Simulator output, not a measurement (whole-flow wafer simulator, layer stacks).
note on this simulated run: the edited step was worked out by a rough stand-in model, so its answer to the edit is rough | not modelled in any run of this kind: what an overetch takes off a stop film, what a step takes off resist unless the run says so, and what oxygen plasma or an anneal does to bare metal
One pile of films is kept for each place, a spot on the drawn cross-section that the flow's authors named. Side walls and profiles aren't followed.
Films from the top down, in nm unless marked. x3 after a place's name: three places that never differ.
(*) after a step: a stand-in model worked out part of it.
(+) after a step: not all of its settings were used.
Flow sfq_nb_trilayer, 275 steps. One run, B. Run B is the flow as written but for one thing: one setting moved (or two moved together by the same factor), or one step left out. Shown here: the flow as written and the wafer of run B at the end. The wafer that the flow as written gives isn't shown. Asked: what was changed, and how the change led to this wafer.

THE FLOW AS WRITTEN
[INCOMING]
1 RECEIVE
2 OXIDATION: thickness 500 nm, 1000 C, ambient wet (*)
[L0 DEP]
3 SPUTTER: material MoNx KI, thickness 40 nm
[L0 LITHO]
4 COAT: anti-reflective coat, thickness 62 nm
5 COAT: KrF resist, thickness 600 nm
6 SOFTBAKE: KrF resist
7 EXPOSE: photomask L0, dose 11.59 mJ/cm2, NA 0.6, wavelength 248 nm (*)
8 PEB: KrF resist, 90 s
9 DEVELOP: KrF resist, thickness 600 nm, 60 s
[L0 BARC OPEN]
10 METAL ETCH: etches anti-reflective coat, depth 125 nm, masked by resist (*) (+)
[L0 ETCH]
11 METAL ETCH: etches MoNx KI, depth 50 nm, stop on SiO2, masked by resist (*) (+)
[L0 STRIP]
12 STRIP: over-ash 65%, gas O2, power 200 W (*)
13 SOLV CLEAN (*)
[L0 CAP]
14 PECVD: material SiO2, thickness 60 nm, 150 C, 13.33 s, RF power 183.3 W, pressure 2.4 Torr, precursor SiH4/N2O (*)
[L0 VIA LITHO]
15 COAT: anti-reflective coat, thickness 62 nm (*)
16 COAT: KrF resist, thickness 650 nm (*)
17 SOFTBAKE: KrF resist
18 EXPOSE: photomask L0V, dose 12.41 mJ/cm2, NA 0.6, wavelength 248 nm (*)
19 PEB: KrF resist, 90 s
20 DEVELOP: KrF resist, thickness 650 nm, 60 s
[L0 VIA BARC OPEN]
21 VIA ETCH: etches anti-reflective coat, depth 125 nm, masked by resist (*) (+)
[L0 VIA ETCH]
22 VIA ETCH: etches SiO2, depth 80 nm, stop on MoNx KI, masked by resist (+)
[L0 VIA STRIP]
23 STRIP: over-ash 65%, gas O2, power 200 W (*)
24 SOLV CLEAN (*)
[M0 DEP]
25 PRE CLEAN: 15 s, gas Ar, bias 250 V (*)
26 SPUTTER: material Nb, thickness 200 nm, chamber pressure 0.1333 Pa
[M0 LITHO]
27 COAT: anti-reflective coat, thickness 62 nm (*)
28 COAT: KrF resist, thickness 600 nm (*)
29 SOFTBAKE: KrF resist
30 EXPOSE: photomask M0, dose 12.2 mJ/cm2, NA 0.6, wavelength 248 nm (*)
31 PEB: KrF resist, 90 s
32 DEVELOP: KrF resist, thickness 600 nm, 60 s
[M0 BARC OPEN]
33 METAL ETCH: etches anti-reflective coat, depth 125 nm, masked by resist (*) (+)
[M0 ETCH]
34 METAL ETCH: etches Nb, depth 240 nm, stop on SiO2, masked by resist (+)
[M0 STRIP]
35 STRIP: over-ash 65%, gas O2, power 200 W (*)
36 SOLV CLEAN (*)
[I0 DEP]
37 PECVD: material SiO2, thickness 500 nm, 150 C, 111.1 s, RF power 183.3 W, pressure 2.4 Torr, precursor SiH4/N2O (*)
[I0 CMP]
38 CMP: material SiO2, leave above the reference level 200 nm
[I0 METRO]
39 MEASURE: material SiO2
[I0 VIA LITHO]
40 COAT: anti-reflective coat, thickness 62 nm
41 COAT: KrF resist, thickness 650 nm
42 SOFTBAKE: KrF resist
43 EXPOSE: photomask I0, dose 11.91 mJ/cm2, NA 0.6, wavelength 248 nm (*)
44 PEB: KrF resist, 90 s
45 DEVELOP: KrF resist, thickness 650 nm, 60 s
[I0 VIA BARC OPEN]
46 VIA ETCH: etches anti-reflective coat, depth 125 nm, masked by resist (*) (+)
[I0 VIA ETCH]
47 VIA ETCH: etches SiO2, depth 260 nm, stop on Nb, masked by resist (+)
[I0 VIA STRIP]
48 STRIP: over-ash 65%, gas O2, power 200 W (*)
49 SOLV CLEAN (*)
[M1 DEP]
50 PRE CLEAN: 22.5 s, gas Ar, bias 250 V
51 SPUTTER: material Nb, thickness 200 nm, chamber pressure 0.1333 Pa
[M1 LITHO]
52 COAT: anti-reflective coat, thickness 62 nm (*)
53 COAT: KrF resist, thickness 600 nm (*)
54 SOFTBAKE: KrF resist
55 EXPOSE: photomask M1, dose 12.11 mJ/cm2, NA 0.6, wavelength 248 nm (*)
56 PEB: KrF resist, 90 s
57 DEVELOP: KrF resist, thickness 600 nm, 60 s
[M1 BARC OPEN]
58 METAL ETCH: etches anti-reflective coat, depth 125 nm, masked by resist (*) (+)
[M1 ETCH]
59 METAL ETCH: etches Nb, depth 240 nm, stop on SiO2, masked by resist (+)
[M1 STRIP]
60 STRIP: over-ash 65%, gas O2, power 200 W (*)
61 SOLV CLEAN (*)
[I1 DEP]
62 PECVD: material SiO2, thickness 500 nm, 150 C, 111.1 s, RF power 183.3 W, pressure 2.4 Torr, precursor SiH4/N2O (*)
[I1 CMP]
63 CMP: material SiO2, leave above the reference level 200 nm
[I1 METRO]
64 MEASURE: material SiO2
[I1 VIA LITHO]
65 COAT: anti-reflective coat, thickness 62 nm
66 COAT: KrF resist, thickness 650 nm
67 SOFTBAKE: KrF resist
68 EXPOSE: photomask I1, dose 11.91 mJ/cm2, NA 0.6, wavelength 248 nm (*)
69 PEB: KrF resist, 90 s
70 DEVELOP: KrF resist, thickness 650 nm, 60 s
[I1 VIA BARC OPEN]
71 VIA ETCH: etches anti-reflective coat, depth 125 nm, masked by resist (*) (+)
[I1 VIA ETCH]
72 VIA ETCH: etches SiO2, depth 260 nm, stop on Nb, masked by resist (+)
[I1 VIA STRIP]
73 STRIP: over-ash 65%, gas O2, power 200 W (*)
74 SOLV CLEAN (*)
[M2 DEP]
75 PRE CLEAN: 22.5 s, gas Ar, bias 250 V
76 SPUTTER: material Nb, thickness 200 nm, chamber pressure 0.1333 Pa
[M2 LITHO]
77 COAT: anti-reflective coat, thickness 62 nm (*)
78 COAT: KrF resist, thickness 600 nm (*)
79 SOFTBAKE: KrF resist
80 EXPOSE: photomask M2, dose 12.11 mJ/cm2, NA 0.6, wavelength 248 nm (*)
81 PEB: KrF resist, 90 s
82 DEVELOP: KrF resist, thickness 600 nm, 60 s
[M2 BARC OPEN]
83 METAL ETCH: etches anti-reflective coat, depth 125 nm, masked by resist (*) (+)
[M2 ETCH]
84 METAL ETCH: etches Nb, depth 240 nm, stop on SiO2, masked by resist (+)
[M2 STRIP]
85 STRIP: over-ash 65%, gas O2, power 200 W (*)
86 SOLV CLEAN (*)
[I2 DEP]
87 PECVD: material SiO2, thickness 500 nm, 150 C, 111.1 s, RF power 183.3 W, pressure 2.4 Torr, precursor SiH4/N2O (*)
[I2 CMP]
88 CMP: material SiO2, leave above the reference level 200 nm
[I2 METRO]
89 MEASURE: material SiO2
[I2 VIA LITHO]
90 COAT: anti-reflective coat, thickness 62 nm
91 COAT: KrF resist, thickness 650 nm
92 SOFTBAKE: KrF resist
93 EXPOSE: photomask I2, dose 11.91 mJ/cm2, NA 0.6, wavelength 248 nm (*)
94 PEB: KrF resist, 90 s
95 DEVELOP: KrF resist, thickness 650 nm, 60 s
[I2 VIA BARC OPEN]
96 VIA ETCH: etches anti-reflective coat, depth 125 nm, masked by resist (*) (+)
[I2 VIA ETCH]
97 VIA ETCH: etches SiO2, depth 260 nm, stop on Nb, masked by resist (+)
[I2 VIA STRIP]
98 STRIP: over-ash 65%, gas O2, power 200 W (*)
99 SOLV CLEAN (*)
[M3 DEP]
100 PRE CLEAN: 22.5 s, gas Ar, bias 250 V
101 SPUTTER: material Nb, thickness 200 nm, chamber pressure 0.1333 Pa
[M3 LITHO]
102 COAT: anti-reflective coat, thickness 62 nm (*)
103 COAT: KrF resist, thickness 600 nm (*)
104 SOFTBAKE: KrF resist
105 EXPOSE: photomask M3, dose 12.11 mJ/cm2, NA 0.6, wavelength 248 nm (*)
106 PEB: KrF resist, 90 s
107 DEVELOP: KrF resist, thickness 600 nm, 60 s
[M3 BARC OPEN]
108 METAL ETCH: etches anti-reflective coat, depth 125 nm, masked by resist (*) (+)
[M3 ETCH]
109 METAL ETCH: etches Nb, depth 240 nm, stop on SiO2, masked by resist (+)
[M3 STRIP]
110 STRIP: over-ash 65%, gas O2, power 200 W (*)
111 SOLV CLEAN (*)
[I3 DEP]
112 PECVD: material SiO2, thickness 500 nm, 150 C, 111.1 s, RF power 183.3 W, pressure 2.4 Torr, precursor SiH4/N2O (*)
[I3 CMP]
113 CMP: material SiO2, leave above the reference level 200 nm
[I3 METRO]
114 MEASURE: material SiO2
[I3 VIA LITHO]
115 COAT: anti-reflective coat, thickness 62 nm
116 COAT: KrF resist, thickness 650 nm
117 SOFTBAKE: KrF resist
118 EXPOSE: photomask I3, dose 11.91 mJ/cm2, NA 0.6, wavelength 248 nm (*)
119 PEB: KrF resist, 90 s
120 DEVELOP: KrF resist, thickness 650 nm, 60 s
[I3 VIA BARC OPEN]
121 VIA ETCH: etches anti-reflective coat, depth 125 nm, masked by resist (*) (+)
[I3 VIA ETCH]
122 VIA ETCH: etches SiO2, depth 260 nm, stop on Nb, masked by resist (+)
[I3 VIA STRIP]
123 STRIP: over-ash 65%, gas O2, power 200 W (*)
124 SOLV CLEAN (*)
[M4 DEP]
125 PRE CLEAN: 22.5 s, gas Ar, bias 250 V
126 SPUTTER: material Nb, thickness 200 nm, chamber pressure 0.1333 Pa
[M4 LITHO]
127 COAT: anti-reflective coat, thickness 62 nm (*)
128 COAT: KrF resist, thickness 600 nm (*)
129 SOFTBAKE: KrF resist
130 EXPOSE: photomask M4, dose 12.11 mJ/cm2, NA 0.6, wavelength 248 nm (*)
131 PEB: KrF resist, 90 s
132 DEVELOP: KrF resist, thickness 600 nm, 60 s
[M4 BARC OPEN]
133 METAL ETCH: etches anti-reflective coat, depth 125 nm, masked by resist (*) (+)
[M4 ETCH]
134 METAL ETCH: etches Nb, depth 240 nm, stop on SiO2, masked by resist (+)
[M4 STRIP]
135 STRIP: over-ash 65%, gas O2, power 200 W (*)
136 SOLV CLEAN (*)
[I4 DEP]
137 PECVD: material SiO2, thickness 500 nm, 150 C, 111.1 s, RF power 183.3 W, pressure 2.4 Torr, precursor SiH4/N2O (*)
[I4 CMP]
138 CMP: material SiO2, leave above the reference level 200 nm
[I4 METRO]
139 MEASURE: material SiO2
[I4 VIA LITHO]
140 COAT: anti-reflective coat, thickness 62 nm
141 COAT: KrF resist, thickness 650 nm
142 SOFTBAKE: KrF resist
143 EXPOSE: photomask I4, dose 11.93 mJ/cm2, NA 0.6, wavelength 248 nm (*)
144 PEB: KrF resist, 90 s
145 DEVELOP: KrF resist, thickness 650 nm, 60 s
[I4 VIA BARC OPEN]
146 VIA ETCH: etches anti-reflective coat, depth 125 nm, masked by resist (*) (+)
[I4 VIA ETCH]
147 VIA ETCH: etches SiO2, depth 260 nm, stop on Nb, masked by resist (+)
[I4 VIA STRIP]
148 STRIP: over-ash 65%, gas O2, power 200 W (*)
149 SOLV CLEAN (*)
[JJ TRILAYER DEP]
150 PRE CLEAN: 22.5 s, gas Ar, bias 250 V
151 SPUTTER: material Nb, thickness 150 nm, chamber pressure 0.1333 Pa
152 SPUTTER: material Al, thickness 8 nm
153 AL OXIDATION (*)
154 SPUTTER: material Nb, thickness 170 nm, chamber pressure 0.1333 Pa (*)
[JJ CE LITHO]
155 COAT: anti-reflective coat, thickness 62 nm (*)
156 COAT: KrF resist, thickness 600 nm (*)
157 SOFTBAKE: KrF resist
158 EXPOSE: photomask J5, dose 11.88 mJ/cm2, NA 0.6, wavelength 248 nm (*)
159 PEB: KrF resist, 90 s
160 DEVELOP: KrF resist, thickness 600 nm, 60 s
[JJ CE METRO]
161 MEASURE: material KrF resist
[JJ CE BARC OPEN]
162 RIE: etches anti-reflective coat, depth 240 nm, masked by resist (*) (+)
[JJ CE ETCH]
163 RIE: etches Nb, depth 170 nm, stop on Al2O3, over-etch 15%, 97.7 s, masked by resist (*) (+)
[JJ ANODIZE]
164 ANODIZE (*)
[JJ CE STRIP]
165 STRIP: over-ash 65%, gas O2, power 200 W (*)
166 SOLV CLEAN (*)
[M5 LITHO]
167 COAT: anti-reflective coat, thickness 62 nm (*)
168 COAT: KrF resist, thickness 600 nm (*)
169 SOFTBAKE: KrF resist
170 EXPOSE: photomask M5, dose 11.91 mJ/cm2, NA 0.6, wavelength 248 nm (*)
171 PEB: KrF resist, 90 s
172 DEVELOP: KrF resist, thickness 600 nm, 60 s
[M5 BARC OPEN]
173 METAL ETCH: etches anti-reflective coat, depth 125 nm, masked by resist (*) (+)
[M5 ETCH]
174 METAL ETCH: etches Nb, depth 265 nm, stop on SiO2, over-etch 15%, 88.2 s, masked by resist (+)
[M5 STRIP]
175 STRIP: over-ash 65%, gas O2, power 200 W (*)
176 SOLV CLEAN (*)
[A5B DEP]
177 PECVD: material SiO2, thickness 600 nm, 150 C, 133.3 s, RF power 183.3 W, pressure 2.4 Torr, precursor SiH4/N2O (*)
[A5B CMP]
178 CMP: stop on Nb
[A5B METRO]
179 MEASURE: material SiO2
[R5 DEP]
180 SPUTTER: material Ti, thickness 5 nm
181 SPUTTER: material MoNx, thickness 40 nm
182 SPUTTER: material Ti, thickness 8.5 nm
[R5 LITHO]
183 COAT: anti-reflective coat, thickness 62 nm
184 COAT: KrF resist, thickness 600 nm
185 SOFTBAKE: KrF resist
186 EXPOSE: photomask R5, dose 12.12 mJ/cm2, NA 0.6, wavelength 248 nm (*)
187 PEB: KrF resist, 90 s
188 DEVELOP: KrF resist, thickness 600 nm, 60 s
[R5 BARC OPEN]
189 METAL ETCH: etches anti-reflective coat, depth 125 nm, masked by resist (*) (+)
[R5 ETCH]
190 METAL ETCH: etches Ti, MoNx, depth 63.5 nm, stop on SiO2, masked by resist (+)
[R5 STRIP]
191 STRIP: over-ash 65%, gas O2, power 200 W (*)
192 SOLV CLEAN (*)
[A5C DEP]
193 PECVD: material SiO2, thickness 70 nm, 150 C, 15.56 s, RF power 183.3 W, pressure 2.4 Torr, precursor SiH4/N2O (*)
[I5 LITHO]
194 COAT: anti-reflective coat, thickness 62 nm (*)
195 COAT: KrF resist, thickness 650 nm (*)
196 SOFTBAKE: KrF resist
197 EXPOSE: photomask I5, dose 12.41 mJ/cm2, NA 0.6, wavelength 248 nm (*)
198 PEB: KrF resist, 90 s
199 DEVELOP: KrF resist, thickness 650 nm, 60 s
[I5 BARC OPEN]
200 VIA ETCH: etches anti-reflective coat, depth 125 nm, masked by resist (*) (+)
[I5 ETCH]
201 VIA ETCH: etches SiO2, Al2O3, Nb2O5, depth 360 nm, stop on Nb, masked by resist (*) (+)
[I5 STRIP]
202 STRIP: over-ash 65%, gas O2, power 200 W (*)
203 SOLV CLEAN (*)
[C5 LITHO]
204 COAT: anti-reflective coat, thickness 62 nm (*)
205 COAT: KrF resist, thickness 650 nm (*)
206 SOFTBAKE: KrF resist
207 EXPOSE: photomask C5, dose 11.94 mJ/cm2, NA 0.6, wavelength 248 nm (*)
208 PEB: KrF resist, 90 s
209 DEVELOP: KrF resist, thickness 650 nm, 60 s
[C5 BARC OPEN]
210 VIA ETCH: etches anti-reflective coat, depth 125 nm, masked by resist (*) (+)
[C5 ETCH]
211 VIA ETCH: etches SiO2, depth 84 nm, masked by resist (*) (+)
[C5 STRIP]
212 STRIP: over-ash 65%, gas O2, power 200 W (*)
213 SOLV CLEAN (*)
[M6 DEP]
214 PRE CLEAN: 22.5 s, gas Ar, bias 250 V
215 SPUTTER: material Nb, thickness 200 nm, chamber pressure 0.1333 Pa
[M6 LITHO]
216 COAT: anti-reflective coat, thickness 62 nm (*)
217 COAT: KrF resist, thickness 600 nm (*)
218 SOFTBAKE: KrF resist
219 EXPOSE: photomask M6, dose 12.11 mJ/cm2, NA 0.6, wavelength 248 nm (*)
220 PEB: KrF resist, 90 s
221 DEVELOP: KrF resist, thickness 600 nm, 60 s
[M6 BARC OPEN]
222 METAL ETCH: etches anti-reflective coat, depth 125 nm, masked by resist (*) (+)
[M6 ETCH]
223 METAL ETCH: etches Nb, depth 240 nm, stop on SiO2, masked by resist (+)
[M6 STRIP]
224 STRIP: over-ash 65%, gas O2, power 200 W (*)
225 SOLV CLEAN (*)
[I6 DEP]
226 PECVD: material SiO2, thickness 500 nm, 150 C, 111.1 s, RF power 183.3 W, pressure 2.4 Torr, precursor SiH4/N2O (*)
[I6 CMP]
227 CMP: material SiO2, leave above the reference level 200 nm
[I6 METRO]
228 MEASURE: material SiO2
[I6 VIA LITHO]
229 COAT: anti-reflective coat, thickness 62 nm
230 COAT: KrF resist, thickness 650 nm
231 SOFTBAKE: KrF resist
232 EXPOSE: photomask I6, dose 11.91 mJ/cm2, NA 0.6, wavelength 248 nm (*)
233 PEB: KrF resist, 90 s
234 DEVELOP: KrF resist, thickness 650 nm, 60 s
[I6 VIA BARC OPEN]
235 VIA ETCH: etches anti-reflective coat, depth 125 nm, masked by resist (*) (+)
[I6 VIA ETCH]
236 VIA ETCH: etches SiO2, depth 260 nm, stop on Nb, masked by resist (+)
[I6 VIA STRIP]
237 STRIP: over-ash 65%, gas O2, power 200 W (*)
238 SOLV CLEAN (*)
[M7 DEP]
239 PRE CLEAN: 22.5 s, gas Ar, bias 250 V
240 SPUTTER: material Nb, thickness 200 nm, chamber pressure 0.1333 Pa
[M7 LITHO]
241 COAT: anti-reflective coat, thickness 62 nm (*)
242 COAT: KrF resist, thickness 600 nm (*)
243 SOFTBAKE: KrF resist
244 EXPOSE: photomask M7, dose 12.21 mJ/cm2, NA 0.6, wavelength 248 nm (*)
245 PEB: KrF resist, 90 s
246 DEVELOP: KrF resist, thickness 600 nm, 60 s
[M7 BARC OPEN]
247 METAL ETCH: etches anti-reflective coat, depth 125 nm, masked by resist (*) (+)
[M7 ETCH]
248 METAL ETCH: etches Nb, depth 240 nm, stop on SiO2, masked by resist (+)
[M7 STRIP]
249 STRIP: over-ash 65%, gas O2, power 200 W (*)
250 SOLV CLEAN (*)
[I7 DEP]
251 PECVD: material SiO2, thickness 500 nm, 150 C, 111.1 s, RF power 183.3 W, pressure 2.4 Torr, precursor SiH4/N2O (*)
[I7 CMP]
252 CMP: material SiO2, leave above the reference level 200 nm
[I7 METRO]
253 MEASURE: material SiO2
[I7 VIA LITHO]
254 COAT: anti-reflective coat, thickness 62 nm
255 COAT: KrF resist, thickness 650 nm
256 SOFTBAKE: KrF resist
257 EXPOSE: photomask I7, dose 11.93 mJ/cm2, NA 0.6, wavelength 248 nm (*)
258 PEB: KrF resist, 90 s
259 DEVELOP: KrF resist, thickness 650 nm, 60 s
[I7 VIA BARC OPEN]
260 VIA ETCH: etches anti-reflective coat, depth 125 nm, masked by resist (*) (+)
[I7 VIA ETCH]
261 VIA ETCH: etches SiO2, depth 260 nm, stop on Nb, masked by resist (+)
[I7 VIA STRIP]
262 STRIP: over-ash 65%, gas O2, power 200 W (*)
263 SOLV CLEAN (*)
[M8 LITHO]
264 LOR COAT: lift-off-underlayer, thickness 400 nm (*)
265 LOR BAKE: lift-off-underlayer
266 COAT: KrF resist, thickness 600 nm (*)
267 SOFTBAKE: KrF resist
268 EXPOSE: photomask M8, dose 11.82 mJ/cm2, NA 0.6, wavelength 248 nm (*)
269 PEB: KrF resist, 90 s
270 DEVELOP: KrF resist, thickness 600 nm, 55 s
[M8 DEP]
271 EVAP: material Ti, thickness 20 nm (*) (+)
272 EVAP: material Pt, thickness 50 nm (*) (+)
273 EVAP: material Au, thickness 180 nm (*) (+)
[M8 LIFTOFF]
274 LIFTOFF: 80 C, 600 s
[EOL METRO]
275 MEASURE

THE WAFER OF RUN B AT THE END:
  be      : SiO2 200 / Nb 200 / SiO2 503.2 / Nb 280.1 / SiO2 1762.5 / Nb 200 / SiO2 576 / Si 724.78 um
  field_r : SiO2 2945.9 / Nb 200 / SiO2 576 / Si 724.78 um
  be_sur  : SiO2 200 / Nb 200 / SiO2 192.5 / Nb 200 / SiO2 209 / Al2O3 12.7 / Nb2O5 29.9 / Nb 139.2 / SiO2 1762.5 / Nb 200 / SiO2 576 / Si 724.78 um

The cause: step 14, PECVD: thickness 81 nm was run, where the flow has thickness 60 nm; step 14, PECVD: 18 s was run, where the flow has 13.33 s.

How the change led to this, step by step:
  14 PECVD: material SiO2, thickness 60 nm, 150 C, 13.33 s, RF power 183.3 W, pressure 2.4 Torr, precursor SiH4/N2O (*)
      v_sur, via_wl, via_w and 97 more: SiO2 +81 (as written it would be: SiO2 +60)
      field_l, l0_sur, l0v, l0r_line_l, l0r_line_c, l0r_line_r: SiO2 +81 (new film) (as written it would be: SiO2 +60 (new film))
  22 VIA ETCH: etches SiO2, depth 80 nm, stop on MoNx KI, masked by resist (+)
      l0v: SiO2 -80 (as written it would be: SiO2 -59.8 (all of it))
  25 PRE CLEAN: 15 s, gas Ar, bias 250 V (*)
      l0v: SiO2 -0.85 (all of it), MoNx KI -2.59 (as written it would be: MoNx KI -2.91)
  27 COAT: anti-reflective coat, thickness 62 nm (*)
      l0_sur: anti-reflective coat +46 (new film) (as written it would be: anti-reflective coat +47.5 (new film))
      l0v: anti-reflective coat +83.2 (new film) (as written it would be: anti-reflective coat +78 (new film))
  28 COAT: KrF resist, thickness 600 nm (*)
      l0v: KrF resist +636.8 (new film) (as written it would be: KrF resist +622.9 (new film))
  35 STRIP: over-ash 65%, gas O2, power 200 W (*)
      l0_sur: KrF resist -369.7 (all of it), anti-reflective coat -46 (all of it) (as written it would be: KrF resist -372 (all of it), anti-reflective coat -47.5 (all of it))
      l0v: KrF resist -419.1 (all of it), anti-reflective coat -83.2 (all of it) (as written it would be: KrF resist -405.3 (all of it), anti-reflective coat -78 (all of it))
  38 CMP: material SiO2, leave above the reference level 200 nm
      l0v: SiO2 -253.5 (as written it would be: SiO2 -277.8)
